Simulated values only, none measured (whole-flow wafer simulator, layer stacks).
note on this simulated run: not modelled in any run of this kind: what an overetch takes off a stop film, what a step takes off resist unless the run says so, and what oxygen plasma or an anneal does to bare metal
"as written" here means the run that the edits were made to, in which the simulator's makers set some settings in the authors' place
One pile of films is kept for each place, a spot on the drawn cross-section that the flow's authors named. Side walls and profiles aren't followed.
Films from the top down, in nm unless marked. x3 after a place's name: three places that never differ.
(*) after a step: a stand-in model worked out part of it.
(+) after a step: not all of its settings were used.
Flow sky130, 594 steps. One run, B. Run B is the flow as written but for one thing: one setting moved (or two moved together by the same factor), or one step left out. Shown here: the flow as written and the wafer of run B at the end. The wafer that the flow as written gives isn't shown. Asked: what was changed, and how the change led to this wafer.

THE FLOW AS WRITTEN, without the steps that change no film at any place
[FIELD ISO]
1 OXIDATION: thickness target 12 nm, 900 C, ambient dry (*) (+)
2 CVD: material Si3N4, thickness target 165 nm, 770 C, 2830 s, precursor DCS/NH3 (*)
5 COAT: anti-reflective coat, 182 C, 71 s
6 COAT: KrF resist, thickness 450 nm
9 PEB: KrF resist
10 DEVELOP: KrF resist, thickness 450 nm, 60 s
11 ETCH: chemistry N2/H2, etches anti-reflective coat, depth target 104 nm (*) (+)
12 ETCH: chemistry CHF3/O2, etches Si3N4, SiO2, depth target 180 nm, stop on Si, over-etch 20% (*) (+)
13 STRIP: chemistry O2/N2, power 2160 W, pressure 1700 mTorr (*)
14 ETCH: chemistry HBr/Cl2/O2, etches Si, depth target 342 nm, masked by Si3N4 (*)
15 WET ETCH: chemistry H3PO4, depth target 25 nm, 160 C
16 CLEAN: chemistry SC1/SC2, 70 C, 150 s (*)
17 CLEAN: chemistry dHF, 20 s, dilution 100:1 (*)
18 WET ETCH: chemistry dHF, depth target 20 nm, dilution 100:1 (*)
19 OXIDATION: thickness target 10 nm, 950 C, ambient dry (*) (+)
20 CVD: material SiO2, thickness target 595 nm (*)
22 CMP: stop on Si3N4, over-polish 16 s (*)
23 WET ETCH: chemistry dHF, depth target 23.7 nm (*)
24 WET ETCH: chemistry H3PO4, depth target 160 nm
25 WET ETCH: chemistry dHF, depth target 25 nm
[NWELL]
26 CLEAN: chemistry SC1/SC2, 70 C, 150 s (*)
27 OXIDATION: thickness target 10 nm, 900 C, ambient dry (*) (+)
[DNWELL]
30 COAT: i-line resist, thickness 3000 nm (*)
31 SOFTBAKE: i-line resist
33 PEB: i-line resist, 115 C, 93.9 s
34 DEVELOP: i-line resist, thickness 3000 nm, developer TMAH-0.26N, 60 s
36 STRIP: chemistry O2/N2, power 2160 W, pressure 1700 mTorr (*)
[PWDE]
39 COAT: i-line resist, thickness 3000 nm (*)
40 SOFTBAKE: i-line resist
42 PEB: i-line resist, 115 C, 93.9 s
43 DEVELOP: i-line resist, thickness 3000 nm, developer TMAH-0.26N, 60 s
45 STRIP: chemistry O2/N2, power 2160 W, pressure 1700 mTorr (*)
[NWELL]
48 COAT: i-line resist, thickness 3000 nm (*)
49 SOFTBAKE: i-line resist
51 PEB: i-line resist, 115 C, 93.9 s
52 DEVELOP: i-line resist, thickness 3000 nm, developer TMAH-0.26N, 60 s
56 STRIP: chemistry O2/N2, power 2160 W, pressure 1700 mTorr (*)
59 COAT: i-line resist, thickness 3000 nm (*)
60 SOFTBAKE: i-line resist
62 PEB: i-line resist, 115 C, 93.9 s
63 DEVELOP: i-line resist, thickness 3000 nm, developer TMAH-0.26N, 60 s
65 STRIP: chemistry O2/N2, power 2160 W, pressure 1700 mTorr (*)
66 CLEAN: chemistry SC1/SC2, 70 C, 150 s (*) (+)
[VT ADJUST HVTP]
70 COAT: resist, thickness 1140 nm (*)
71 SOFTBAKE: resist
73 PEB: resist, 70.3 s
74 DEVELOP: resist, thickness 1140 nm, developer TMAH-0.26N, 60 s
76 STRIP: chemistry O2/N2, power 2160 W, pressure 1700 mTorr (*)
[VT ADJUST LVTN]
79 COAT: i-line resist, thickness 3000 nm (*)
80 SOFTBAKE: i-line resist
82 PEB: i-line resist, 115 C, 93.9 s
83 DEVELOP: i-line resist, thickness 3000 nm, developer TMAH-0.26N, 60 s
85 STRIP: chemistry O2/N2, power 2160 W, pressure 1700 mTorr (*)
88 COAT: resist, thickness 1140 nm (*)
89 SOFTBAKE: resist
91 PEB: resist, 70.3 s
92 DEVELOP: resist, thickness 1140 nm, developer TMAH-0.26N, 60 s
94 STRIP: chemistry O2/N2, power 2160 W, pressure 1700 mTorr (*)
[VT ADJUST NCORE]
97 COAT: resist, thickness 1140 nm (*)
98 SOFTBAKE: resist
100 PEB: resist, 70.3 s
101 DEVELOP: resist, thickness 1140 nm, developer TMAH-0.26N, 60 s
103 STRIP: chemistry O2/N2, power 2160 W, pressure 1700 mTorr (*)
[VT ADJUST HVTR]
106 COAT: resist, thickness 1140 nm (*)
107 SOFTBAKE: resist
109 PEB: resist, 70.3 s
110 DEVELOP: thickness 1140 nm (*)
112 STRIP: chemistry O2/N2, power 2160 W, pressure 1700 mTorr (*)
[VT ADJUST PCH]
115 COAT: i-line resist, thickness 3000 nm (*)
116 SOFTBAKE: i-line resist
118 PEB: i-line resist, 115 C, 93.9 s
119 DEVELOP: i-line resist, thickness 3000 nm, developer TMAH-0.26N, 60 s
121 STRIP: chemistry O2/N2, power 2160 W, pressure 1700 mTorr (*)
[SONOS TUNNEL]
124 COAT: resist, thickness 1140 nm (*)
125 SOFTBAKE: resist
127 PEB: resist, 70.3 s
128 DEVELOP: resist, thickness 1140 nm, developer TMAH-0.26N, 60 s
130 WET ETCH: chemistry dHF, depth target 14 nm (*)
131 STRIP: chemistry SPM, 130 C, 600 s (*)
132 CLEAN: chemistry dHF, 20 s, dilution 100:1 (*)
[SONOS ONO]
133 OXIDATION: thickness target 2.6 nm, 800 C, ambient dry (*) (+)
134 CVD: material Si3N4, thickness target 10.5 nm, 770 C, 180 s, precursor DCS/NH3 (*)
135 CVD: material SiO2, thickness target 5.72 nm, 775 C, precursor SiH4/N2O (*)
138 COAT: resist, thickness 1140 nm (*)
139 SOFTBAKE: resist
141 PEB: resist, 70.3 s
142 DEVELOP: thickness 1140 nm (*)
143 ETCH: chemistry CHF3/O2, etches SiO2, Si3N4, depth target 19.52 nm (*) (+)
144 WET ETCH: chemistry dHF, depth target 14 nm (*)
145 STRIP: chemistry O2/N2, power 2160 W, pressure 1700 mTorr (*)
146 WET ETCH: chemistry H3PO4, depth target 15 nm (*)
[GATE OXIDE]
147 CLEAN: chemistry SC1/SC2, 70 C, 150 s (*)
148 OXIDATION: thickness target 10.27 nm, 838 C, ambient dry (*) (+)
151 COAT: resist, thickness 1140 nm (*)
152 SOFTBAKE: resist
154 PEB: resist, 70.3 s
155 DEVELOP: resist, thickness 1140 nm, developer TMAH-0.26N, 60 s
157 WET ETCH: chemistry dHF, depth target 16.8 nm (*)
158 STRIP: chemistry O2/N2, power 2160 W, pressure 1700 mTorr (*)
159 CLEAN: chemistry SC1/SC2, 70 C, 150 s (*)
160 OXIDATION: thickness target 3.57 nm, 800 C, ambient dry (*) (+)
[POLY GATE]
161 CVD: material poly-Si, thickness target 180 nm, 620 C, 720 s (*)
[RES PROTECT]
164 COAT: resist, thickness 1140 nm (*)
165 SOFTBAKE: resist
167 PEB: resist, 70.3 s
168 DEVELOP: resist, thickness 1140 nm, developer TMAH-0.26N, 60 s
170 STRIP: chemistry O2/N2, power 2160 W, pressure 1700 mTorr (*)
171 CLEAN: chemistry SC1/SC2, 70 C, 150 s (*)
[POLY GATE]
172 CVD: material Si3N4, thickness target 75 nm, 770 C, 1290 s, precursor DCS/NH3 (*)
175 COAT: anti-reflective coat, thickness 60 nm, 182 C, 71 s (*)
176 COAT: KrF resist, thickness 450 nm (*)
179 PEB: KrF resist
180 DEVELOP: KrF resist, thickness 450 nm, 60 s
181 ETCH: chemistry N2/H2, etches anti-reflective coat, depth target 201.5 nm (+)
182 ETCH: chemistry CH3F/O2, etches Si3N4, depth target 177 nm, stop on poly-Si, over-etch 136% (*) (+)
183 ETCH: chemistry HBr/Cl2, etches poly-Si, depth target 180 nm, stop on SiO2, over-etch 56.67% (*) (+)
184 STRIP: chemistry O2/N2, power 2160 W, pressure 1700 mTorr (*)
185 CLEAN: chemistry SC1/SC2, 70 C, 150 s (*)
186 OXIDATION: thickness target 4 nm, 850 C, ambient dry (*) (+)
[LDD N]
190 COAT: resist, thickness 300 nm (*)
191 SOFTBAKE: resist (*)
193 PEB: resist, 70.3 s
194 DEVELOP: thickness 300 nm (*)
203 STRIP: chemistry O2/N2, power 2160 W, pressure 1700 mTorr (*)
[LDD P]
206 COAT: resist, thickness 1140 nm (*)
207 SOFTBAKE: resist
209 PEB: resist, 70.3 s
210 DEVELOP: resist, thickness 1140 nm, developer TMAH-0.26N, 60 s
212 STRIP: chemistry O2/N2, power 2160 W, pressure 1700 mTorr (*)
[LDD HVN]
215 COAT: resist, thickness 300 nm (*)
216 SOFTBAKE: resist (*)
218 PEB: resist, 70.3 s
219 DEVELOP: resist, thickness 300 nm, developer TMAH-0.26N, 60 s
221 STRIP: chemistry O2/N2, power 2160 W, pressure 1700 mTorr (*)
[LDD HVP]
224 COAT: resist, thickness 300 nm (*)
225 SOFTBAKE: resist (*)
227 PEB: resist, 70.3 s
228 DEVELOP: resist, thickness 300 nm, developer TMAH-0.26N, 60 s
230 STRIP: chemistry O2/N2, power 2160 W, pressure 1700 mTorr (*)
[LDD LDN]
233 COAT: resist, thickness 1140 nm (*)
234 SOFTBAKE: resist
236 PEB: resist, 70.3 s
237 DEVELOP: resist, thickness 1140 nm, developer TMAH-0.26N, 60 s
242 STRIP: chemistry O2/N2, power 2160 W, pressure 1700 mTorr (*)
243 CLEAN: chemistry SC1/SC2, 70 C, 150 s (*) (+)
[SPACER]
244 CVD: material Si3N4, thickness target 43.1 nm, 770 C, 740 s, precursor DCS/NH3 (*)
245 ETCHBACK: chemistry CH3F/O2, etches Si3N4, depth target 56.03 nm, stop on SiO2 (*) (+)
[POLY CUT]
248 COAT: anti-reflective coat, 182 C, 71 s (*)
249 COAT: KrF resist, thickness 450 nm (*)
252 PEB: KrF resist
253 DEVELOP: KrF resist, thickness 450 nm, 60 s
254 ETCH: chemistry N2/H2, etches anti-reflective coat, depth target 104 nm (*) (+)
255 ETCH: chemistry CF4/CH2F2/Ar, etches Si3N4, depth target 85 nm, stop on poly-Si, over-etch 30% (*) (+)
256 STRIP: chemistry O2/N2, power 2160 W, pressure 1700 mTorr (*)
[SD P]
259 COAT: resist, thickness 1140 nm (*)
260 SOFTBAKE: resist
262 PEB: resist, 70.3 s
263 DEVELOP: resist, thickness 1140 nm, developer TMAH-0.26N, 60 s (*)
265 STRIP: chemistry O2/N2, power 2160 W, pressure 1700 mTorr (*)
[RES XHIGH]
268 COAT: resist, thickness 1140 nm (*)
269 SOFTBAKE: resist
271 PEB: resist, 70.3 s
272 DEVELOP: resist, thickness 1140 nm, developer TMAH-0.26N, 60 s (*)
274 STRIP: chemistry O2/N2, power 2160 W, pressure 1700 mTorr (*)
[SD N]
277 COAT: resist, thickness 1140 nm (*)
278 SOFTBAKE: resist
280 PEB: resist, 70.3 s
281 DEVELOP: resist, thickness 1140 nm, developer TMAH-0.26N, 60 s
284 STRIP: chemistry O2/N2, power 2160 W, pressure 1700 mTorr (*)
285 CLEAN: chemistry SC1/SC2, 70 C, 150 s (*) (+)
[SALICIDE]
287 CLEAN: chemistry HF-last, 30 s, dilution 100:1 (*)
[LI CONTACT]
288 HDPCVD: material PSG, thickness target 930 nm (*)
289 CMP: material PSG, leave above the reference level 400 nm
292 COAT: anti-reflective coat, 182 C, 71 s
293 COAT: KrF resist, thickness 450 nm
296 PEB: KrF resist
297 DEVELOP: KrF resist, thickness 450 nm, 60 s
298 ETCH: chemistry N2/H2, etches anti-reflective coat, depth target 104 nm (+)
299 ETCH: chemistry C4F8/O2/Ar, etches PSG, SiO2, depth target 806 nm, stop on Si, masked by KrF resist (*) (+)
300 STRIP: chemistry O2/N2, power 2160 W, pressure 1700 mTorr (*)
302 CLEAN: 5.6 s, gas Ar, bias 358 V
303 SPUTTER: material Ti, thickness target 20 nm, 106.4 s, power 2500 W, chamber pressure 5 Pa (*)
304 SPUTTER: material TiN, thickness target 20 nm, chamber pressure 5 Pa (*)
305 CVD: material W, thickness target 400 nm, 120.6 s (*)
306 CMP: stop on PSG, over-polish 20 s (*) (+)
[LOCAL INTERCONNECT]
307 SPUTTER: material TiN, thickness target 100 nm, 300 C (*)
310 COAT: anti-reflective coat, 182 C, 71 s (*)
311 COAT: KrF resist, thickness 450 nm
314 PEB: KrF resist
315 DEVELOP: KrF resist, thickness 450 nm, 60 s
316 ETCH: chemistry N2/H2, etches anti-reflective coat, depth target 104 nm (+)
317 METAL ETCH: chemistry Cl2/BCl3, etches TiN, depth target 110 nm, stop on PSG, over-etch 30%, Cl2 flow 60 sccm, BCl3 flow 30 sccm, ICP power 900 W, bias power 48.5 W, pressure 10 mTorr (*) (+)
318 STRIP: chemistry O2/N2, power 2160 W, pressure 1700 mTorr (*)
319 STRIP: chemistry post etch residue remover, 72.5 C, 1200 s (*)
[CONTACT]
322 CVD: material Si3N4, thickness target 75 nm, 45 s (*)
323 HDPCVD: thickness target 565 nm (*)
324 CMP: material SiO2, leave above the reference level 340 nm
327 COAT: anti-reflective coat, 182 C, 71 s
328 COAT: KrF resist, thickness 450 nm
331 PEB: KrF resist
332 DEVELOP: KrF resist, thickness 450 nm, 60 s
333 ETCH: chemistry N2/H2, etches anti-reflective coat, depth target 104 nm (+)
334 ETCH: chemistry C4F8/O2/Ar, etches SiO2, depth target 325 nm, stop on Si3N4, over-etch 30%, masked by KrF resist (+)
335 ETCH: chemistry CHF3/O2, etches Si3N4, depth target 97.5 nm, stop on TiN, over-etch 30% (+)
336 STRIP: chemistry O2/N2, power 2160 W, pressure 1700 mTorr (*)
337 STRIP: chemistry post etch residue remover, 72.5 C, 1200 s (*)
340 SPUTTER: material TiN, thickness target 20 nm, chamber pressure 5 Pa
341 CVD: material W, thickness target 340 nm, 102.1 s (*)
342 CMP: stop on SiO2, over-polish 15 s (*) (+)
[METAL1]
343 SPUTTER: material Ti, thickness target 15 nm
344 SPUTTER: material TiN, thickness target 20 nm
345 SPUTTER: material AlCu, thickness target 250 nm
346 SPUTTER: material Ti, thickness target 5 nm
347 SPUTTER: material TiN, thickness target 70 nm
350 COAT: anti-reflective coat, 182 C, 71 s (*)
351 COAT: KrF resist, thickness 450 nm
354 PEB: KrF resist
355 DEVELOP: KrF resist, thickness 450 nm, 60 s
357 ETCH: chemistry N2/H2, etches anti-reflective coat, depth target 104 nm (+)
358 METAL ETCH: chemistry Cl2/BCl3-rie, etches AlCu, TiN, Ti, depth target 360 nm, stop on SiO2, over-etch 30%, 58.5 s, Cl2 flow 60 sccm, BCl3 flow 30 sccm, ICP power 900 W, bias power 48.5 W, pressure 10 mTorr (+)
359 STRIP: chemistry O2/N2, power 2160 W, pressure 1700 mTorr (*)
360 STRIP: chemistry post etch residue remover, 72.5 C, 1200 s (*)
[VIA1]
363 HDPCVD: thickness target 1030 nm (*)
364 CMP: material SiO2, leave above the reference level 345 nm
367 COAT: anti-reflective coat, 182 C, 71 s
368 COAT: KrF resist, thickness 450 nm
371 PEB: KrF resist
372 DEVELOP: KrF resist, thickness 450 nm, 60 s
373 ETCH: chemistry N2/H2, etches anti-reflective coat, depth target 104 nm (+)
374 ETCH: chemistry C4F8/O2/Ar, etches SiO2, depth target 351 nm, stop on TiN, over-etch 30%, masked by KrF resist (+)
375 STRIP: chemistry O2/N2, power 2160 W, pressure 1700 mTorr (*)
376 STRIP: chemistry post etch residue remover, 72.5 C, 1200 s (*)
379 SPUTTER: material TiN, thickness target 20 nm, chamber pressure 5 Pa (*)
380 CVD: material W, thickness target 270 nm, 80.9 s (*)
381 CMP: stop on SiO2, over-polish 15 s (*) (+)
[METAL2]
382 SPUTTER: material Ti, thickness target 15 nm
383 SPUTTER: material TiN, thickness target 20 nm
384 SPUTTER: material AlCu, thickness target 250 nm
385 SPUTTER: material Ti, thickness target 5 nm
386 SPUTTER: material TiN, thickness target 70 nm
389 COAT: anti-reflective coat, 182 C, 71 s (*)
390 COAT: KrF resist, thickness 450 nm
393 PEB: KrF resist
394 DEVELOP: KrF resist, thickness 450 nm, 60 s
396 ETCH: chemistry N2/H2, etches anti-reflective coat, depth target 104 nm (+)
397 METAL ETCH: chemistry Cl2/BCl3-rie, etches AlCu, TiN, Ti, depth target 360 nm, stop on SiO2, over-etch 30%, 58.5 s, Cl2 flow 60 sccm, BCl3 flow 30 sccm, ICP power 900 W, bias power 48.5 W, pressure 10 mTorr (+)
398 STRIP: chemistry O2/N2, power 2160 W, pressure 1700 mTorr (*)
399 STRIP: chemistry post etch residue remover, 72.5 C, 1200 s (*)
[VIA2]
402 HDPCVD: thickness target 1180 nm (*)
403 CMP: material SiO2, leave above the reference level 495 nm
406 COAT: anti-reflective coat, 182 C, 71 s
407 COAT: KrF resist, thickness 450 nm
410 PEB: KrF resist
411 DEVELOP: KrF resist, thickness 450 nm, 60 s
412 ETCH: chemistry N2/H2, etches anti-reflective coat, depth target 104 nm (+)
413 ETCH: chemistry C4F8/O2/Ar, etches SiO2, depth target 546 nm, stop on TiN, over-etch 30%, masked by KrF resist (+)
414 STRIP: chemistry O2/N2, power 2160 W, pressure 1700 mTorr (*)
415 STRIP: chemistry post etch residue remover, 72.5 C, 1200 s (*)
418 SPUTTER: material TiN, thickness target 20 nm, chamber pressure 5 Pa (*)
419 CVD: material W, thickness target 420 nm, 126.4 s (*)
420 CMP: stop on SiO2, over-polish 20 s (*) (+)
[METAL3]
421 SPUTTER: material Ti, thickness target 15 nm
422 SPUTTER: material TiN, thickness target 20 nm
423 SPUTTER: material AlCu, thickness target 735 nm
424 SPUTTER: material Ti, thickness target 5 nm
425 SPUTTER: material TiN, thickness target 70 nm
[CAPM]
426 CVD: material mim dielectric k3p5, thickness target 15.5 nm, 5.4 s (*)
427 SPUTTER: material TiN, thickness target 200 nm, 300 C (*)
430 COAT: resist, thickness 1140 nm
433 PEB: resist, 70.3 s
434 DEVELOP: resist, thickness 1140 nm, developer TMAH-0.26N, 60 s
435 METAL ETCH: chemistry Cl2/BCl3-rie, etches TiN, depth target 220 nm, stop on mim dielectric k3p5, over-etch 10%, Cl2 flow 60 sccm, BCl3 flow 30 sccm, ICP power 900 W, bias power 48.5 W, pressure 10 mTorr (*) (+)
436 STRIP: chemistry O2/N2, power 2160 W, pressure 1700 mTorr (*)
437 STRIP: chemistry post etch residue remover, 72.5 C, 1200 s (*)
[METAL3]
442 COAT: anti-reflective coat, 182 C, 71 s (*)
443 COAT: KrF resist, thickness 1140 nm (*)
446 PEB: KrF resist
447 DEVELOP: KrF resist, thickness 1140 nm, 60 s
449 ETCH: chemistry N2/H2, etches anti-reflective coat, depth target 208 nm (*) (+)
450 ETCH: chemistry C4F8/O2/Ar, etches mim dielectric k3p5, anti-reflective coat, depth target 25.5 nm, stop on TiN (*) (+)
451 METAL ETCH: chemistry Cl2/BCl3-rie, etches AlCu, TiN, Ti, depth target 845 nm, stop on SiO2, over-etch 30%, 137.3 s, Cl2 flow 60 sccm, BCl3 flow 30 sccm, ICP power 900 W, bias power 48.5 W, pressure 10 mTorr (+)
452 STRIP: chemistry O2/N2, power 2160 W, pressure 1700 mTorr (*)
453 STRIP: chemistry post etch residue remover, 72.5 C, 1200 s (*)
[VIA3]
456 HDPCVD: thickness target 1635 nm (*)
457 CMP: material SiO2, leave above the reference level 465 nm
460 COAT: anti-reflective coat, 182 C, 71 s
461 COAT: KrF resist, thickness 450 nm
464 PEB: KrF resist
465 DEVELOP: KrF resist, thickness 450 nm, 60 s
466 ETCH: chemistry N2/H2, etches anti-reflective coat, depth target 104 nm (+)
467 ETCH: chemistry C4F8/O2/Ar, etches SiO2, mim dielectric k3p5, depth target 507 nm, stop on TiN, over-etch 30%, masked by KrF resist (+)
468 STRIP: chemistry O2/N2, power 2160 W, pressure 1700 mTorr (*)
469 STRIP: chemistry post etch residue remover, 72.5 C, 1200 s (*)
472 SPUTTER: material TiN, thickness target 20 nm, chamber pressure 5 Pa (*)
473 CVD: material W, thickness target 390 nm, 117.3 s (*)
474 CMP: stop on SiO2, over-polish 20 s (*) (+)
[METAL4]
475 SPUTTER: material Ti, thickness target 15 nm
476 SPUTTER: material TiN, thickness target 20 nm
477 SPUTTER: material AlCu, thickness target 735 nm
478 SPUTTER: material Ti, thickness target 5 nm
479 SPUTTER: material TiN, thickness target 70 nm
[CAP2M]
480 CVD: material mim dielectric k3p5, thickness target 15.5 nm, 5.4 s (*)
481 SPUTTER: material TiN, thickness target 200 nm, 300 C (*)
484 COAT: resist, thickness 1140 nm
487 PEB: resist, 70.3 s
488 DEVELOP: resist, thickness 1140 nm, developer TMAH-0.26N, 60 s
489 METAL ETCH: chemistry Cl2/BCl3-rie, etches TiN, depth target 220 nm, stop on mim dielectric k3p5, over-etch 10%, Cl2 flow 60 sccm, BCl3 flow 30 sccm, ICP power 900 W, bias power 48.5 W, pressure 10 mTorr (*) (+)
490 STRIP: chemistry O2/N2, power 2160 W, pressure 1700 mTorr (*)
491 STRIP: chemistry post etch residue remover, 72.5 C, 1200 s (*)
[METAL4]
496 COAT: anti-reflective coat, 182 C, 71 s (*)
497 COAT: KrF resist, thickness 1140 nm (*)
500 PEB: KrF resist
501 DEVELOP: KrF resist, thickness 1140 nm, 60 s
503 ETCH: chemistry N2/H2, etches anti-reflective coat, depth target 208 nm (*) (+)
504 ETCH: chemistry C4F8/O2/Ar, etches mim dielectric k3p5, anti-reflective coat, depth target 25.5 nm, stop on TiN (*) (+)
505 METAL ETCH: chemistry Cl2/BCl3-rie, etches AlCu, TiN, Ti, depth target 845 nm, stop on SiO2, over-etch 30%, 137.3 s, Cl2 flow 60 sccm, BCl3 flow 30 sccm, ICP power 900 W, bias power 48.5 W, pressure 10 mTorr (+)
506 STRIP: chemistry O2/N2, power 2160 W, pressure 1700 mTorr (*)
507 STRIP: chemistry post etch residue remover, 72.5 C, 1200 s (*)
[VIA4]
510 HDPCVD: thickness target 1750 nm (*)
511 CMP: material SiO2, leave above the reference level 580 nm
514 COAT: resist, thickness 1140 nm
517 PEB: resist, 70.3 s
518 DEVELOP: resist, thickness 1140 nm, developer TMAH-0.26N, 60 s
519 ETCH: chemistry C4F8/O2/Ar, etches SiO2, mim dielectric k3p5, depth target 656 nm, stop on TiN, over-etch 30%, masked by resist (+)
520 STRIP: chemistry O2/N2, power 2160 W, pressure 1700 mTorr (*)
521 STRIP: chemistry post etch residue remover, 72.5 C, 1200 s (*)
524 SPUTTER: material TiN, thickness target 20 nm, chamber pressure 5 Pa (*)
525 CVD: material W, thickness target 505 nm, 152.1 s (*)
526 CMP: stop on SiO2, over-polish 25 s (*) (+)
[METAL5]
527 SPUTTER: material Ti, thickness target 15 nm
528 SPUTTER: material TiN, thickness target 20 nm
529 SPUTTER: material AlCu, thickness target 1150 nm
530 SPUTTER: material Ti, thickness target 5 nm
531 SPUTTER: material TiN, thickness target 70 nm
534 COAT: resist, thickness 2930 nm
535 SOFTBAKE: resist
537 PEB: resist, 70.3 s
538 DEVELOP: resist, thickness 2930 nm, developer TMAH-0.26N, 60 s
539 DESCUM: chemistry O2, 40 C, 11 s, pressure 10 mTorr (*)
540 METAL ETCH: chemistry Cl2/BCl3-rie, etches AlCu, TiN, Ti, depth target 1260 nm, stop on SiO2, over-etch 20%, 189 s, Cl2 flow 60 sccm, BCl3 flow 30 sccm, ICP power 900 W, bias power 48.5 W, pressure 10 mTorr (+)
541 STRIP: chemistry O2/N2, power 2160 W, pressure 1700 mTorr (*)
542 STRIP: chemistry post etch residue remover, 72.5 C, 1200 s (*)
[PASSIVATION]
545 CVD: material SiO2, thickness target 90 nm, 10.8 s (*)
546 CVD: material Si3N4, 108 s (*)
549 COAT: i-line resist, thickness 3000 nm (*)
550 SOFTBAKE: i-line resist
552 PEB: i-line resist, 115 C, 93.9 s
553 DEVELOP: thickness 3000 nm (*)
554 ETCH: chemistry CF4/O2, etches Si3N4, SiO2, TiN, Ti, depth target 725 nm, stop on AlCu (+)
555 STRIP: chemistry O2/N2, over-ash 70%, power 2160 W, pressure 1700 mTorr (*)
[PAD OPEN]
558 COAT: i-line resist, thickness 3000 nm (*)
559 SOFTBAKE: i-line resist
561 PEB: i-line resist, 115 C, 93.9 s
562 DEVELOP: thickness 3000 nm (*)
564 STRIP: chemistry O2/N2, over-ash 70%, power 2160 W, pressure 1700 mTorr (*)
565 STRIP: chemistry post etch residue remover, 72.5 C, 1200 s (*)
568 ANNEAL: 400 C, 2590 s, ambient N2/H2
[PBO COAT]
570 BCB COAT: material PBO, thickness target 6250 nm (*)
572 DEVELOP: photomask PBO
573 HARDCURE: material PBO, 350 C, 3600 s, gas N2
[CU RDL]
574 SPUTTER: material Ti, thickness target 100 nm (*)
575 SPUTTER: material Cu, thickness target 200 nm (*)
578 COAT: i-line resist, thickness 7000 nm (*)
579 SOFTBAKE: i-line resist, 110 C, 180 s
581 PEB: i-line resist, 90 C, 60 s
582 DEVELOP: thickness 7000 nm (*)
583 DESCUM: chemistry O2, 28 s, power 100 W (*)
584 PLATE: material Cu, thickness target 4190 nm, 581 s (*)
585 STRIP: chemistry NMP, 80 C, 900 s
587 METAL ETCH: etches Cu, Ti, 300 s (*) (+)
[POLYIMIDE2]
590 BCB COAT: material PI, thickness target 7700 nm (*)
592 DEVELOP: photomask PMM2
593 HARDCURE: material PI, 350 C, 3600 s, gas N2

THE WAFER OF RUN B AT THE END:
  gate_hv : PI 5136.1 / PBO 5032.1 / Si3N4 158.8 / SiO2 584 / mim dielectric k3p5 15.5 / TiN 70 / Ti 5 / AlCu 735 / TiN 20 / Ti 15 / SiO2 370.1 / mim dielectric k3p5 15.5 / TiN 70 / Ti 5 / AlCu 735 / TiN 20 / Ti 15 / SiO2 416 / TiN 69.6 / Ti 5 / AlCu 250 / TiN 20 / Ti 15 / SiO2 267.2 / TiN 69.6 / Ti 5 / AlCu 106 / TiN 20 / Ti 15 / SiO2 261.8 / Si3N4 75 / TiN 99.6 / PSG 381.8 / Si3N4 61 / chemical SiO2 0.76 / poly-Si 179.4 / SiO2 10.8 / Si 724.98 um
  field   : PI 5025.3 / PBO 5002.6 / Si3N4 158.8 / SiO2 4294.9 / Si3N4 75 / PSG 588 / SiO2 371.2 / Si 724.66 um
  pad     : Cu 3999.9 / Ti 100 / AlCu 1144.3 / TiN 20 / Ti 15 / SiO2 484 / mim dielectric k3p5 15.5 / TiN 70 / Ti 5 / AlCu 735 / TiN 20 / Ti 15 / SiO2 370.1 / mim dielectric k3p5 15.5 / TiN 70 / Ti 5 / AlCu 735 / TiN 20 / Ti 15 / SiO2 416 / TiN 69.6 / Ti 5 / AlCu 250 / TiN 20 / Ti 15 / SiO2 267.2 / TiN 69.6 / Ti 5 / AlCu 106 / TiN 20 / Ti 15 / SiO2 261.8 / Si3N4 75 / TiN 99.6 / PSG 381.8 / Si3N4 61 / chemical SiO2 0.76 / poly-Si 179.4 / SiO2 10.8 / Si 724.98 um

The cause: step 345, SPUTTER: thickness target 106 nm was run, where the flow has thickness target 250 nm.
It can be read off the wafer: gate_hv has AlCu 106, and step 345 as written asks for 250 nm.

How the change led to this, step by step:
  345 SPUTTER: material AlCu, thickness target 250 nm
      field, active, n_well and 188 more: AlCu +106 (new film) (as written it would be: AlCu +250 (new film))
  358 METAL ETCH: chemistry Cl2/BCl3-rie, etches AlCu, TiN, Ti, depth target 360 nm, stop on SiO2, over-etch 30%, 58.5 s, Cl2 flow 60 sccm, BCl3 flow 30 sccm, ICP power 900 W, bias power 48.5 W, pressure 10 mTorr (+)
      field, active, gate and 81 more: TiN -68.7 (all of it), Ti -5 (all of it), AlCu -106 (all of it), TiN -20 (all of it), Ti -15 (all of it), SiO2 -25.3 (as written it would be: TiN -68.7 (all of it), Ti -5 (all of it), AlCu -250 (all of it), TiN -20 (all of it), Ti -15 (all of it), SiO2 -10.9)
  364 CMP: material SiO2, leave above the reference level 345 nm
      field, active, gate and 81 more: SiO2 -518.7 (as written it would be: SiO2 -389.1)
